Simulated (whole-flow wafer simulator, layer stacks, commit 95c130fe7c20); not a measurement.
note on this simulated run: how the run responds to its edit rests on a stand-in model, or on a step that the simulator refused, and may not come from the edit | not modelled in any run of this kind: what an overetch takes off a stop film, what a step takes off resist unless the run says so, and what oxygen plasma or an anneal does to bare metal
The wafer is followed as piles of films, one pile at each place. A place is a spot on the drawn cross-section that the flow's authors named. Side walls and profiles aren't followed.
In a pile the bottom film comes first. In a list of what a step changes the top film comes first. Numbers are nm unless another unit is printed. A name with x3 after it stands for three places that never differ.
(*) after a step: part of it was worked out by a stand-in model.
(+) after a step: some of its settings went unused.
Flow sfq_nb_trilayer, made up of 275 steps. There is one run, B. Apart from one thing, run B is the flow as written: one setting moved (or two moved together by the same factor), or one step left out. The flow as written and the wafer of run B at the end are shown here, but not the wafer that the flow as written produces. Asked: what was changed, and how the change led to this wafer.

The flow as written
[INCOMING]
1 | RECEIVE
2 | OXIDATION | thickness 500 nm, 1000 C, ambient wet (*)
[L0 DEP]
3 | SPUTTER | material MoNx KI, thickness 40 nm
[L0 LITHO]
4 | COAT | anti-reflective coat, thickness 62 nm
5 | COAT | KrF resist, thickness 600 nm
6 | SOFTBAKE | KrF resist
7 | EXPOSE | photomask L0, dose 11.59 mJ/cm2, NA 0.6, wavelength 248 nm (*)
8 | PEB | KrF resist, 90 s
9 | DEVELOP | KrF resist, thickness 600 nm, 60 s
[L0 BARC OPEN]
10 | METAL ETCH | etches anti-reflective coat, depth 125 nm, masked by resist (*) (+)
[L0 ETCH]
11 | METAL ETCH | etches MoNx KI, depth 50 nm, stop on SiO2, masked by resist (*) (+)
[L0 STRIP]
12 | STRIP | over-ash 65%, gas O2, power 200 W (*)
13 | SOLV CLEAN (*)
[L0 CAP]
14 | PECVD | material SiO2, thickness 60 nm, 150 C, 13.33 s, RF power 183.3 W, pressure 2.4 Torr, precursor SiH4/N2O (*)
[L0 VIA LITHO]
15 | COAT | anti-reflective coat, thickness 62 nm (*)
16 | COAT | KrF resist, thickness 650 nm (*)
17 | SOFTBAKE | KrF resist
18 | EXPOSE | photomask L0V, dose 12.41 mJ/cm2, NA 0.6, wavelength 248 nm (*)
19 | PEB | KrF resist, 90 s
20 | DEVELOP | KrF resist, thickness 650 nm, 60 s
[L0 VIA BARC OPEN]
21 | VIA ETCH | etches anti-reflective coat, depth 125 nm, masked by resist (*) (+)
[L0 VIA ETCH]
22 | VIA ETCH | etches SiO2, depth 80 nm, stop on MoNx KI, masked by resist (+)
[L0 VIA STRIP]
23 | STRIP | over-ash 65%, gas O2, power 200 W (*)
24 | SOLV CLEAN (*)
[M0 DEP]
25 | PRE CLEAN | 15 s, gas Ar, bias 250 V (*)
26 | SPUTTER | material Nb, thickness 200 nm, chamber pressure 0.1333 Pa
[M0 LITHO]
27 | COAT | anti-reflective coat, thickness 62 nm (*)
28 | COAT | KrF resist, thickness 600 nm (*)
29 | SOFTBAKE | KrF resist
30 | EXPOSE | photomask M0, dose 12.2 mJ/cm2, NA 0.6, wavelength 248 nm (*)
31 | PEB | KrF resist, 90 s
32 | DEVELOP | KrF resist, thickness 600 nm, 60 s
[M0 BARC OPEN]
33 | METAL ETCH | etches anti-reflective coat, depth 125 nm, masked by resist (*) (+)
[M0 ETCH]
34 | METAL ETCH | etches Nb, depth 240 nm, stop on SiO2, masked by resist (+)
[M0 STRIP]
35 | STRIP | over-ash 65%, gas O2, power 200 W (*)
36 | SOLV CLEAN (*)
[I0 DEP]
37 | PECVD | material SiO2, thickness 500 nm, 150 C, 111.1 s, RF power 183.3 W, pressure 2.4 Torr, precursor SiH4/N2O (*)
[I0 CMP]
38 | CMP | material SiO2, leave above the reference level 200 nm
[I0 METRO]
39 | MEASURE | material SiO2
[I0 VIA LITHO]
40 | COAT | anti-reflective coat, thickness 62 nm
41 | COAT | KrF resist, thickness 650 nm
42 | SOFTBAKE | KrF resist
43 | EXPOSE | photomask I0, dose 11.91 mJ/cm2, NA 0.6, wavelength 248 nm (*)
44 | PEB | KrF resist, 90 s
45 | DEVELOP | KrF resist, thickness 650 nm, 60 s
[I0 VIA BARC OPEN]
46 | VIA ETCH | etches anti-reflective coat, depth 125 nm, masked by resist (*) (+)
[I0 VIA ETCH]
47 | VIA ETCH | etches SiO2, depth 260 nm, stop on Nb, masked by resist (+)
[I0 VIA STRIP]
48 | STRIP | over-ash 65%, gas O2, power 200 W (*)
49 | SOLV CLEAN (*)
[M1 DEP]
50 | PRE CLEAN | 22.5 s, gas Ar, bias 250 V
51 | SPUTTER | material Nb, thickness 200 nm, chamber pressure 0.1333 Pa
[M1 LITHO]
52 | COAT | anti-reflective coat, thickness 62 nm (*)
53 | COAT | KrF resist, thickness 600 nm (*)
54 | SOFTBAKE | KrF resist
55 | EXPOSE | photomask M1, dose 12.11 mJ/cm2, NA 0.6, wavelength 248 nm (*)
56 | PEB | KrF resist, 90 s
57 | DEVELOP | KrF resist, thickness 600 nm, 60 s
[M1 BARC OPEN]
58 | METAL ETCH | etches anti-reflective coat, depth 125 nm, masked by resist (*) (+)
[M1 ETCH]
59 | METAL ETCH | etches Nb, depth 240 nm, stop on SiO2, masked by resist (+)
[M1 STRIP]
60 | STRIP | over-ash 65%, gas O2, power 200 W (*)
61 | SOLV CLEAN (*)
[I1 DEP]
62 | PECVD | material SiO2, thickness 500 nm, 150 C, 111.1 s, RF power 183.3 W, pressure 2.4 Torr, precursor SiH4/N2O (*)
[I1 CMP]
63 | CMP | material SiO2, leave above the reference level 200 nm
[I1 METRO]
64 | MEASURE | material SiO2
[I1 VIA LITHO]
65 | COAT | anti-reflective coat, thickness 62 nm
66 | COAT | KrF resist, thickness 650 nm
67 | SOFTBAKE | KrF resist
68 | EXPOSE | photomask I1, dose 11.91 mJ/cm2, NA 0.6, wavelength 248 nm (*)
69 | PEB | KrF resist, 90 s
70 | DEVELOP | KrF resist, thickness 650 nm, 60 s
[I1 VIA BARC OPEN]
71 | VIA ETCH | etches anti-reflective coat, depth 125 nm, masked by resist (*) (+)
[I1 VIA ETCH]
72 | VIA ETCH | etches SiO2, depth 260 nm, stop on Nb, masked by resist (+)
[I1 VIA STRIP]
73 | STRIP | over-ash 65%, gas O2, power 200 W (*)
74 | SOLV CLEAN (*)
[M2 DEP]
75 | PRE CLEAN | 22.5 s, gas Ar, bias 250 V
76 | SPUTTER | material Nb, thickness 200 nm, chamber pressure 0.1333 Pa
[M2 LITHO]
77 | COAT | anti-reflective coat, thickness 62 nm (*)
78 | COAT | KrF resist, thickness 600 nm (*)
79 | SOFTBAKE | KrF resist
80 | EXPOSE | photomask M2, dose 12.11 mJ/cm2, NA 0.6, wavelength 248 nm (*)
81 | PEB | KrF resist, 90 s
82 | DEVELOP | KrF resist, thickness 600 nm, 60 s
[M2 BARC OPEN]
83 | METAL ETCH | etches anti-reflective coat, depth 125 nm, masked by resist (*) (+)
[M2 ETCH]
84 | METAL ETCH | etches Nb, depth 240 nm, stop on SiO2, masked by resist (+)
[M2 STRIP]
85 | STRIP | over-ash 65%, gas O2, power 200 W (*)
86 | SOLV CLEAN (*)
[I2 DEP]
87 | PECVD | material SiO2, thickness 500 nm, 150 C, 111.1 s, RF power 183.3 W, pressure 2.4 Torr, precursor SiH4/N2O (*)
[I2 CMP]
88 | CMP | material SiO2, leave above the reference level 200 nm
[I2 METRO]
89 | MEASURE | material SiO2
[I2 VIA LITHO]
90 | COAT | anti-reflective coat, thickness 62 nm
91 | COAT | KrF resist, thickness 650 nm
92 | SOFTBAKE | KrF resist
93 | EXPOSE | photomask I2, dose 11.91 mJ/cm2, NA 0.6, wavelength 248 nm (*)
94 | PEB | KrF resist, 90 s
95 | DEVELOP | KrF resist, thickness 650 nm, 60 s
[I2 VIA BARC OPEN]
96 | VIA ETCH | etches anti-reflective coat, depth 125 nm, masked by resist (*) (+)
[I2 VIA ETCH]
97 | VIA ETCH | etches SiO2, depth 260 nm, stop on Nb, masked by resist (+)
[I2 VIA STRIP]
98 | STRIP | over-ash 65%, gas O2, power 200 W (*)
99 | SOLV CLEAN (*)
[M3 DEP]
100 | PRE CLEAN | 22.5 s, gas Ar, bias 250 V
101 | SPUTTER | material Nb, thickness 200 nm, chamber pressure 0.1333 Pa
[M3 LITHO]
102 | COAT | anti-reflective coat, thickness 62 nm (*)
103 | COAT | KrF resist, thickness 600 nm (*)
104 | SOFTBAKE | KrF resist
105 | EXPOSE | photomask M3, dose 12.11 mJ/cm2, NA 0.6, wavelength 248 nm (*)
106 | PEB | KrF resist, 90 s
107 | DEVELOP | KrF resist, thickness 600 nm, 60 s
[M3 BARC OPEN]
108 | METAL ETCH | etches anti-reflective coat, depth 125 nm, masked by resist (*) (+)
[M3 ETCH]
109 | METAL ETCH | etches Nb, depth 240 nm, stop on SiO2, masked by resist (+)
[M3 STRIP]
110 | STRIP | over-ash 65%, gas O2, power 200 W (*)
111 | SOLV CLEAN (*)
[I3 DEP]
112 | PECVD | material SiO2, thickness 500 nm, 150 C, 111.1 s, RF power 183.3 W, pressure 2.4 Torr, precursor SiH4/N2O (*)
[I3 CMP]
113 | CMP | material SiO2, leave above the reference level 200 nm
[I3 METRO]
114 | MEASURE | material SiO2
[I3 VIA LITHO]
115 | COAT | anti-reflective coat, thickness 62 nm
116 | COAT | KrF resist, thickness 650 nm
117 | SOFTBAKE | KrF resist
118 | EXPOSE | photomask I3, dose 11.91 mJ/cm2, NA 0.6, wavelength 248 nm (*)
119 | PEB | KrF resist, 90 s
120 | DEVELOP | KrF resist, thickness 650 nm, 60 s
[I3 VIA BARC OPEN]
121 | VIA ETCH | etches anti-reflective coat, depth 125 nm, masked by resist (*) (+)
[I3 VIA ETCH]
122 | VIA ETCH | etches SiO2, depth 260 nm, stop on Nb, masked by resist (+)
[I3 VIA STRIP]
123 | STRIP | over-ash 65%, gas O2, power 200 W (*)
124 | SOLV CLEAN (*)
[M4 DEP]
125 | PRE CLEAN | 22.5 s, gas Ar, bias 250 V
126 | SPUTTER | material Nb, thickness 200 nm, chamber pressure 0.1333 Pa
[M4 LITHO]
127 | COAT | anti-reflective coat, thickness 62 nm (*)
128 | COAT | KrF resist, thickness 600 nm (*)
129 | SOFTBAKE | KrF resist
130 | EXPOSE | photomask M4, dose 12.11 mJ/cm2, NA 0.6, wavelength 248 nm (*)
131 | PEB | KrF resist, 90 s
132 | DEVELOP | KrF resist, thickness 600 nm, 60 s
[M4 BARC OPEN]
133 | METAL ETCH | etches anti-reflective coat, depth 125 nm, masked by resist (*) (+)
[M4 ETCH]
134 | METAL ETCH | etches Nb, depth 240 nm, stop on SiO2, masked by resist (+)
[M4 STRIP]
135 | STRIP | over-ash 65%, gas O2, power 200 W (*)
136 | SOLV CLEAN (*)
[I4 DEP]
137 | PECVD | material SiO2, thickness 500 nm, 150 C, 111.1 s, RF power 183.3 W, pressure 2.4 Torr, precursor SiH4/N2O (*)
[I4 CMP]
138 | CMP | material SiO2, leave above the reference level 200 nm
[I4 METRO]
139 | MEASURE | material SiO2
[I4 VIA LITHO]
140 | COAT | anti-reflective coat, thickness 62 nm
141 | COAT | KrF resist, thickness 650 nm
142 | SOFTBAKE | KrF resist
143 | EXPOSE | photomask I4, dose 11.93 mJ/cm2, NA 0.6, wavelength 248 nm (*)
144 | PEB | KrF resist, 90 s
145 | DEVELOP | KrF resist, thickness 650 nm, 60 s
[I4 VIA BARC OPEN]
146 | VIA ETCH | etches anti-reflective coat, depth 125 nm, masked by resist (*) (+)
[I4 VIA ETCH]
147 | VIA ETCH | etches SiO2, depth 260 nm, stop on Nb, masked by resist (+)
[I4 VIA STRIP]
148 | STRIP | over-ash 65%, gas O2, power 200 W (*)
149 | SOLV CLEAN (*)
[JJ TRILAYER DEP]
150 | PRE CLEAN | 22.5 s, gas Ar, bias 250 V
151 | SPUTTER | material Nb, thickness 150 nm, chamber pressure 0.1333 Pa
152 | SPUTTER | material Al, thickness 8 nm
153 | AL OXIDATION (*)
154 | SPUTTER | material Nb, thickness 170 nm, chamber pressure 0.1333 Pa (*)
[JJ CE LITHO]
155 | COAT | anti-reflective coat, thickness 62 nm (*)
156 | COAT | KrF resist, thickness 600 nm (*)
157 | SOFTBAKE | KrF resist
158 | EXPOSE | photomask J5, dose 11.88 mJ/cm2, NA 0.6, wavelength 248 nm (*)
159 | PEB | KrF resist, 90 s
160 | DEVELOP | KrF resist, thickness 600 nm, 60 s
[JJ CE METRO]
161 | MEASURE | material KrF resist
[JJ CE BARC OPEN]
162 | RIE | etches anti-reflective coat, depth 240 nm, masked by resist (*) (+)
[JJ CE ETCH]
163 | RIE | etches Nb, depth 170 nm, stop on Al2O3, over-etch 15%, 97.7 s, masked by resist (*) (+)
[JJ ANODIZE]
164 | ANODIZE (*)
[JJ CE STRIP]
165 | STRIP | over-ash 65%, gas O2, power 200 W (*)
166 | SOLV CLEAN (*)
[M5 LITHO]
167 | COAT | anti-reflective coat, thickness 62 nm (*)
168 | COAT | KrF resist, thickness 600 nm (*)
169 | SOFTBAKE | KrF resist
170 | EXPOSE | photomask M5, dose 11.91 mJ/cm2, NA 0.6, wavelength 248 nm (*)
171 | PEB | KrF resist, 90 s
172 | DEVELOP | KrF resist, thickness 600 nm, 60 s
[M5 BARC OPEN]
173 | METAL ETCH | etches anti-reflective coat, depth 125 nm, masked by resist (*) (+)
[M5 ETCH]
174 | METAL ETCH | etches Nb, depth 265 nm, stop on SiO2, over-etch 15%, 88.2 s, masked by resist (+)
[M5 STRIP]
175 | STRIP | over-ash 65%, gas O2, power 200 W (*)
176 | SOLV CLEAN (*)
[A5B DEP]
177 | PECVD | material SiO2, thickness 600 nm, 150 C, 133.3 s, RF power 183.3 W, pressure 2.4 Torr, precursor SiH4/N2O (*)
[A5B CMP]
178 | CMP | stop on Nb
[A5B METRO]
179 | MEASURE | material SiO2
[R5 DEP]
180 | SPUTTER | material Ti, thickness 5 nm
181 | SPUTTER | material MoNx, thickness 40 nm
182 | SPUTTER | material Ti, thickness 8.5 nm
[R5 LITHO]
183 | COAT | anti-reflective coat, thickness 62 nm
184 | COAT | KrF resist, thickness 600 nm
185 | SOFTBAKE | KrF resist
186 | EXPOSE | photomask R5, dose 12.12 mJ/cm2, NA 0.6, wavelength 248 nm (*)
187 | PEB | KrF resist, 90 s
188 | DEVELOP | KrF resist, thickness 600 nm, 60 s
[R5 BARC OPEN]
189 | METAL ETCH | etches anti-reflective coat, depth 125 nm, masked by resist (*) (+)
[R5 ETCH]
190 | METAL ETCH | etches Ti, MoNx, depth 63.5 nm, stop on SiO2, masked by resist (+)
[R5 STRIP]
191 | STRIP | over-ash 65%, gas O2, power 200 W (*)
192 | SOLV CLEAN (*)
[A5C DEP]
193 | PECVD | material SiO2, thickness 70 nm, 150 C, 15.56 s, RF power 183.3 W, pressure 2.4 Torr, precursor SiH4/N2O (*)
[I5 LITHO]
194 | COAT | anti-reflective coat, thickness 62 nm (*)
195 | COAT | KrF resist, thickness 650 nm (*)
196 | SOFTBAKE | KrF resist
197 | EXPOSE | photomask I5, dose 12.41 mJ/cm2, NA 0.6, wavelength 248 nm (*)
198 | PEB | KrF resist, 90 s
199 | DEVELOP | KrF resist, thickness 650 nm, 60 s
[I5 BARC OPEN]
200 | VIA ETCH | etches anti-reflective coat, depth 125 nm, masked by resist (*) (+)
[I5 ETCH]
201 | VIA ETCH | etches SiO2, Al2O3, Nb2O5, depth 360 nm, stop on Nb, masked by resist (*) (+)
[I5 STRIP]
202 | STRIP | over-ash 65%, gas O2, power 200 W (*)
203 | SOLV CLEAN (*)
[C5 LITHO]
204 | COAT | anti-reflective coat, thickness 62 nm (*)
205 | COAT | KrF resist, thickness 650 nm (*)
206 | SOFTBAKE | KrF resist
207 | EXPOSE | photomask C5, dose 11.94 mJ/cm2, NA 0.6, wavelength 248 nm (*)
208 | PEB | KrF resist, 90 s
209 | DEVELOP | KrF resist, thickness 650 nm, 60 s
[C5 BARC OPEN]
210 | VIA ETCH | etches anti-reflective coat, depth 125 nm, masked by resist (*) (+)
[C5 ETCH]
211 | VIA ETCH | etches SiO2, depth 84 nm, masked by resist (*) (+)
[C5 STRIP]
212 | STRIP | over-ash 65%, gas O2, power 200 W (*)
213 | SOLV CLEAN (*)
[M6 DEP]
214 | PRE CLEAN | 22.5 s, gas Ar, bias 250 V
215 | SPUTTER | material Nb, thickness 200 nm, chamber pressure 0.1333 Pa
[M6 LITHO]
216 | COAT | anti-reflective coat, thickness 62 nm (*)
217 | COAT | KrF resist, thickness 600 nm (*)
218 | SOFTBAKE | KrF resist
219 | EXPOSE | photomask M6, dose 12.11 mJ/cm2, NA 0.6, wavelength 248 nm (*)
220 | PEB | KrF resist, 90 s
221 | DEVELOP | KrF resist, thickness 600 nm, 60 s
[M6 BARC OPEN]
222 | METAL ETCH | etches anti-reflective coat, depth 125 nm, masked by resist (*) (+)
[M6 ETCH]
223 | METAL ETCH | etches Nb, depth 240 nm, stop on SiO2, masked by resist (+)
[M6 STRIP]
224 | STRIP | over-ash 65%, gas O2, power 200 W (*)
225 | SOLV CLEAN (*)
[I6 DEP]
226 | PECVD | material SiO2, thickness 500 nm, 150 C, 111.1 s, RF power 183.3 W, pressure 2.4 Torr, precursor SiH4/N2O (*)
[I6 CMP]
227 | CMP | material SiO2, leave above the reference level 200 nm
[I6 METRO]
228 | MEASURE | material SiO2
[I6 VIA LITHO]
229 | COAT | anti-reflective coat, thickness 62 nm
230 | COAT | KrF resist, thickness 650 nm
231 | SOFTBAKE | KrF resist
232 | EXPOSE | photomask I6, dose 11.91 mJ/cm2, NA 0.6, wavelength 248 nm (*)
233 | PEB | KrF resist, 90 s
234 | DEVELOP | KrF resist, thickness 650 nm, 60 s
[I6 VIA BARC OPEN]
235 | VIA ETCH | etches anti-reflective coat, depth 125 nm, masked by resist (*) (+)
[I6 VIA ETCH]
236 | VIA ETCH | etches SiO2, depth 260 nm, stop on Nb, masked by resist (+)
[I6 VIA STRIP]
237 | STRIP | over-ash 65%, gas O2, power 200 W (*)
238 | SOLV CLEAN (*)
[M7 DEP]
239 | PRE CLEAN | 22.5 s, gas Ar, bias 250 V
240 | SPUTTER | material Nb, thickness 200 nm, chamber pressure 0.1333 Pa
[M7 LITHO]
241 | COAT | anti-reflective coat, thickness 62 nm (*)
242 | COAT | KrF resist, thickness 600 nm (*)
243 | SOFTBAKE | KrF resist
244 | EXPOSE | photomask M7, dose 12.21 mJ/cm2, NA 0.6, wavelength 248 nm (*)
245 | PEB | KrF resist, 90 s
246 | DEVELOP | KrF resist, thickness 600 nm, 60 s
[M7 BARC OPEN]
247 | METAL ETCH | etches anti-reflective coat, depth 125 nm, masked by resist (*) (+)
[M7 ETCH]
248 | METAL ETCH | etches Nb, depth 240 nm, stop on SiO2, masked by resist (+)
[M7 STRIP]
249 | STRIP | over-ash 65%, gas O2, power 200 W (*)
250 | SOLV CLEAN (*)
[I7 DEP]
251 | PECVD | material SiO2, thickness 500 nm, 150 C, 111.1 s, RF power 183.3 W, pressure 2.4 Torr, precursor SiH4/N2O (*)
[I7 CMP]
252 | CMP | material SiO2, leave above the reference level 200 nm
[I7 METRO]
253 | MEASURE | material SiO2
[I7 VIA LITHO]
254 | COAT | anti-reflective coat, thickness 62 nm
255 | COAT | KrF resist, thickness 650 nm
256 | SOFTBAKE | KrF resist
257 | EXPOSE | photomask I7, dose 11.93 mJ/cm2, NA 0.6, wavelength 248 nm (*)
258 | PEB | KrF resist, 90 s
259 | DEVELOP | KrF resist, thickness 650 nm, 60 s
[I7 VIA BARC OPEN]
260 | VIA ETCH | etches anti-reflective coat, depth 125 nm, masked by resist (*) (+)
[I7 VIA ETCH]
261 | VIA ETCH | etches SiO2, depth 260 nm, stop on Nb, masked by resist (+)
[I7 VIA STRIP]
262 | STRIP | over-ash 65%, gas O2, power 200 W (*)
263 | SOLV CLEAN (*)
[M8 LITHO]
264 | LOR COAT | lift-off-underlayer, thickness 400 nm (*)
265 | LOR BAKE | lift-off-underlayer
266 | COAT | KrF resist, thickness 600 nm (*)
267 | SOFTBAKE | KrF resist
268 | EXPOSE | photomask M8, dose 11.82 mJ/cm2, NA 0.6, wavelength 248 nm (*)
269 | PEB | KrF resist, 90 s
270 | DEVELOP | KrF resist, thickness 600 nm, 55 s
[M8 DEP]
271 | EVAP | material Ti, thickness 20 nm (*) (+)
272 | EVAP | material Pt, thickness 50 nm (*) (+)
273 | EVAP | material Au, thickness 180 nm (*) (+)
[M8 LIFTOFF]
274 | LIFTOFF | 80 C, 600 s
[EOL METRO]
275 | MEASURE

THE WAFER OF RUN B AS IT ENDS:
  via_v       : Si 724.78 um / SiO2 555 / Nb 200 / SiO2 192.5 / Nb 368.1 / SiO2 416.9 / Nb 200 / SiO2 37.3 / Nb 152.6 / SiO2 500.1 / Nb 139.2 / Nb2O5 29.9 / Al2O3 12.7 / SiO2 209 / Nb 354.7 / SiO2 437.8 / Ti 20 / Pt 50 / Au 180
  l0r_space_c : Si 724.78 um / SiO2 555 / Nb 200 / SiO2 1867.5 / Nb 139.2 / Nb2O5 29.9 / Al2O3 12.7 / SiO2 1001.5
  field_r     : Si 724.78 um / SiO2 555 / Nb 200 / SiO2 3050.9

Cause: step 113, CMP: leave above the reference level 305 nm was run, while the flow as written has leave above the reference level 200 nm.

The path from the change to this, step by step:
  113 | CMP | material SiO2, leave above the reference level 200 nm
      field_l, be, be_sur and 64 more: nothing (it would be, as written: -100 SiO2)
      v_sur, via_wl, via_wr and 27 more: -195 SiO2 (it would be, as written: -300 SiO2)
      (also at 9 further places)
  115 | COAT | anti-reflective coat, thickness 62 nm
      m5r_linepad_l, m5r_linepad_r: +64 anti-reflective coat (new film) (it would be, as written: +62 anti-reflective coat (new film))
      r5r_spacepad_l, r5r_spacepad_r: +64.1 anti-reflective coat (new film) (it would be, as written: +62 anti-reflective coat (new film))
      (also at 2 further places)
  122 | VIA ETCH | etches SiO2, depth 260 nm, stop on Nb, masked by resist (+)
      via_v: -260 SiO2 (it would be, as written: -199.8 SiO2 (all of it))
  123 | STRIP | over-ash 65%, gas O2, power 200 W (*)
      m5r_linepad_l, m5r_linepad_r: -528 KrF resist (all of it), -64 anti-reflective coat (all of it) (it would be, as written: -528.6 KrF resist (all of it), -62 anti-reflective coat (all of it))
      r5r_spacepad_l, r5r_spacepad_r: -528.2 KrF resist (all of it), -64.1 anti-reflective coat (all of it) (it would be, as written: -528.6 KrF resist (all of it), -62 anti-reflective coat (all of it))
      (also at 2 further places)
  125 | PRE CLEAN | 22.5 s, gas Ar, bias 250 V
      via_v: -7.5 SiO2 (it would be, as written: -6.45 Nb)
  126 | SPUTTER | material Nb, thickness 200 nm, chamber pressure 0.1333 Pa
      via_v: +152.6 Nb (new film) (it would be, as written: +165.5 Nb)
  127 | COAT | anti-reflective coat, thickness 62 nm (*)
      m5r_linepad_l, m5r_linepad_r: +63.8 anti-reflective coat (new film) (it would be, as written: +62 anti-reflective coat (new film))
      r5r_spacepad_l, r5r_spacepad_r: +63.9 anti-reflective coat (new film) (it would be, as written: +62 anti-reflective coat (new film))
      (also at 6 further places)
  128 | COAT | KrF resist, thickness 600 nm (*)
      via_v: +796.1 KrF resist (new film) (it would be, as written: +739.8 KrF resist (new film))
  133 | METAL ETCH | etches anti-reflective coat, depth 125 nm, masked by resist (*) (+)
      m5r_linepad_l, m5r_linepad_r: -63.8 anti-reflective coat (all of it) (it would be, as written: -62 anti-reflective coat (all of it))
      r5r_spacepad_l, r5r_spacepad_r: -63.9 anti-reflective coat (all of it) (it would be, as written: -62 anti-reflective coat (all of it))
      (also at 2 further places)
  135 | STRIP | over-ash 65%, gas O2, power 200 W (*)
      v_sur: -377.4 KrF resist (all of it), -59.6 anti-reflective coat (all of it) (it would be, as written: -379.9 KrF resist (all of it), -61.4 anti-reflective coat (all of it))
      via_sp: -368.2 KrF resist (all of it), -49.7 anti-reflective coat (all of it) (it would be, as written: -373.9 KrF resist (all of it), -53 anti-reflective coat (all of it))
      (also at 2 further places)
  137 | PECVD | material SiO2, thickness 500 nm, 150 C, 111.1 s, RF power 183.3 W, pressure 2.4 Torr, precursor SiH4/N2O (*)
      via_v: +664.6 SiO2 (new film) (it would be, as written: +615 SiO2 (new film))
  138 | CMP | material SiO2, leave above the reference level 200 nm
      field_l, be, be_sur and 55 more: -95 SiO2 (it would be, as written: -100 SiO2)
      lsp_r, l0_sur, l0v: -86.9 SiO2 (it would be, as written: -91.9 SiO2)
      (also at 1 further place)
If metal films that touch count as one body, via_v has 7 bodies (between them, from the top down: SiO2 437.8; SiO2 209 / Al2O3 12.7 / Nb2O5 29.9; SiO2 500.1; SiO2 37.3; SiO2 416.9; SiO2 192.5); the flow as written gives 6 bodies (between them, from the top down: SiO2 437.8; SiO2 209 / Al2O3 12.7 / Nb2O5 29.9; SiO2 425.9; SiO2 416.9; SiO2 192.5).
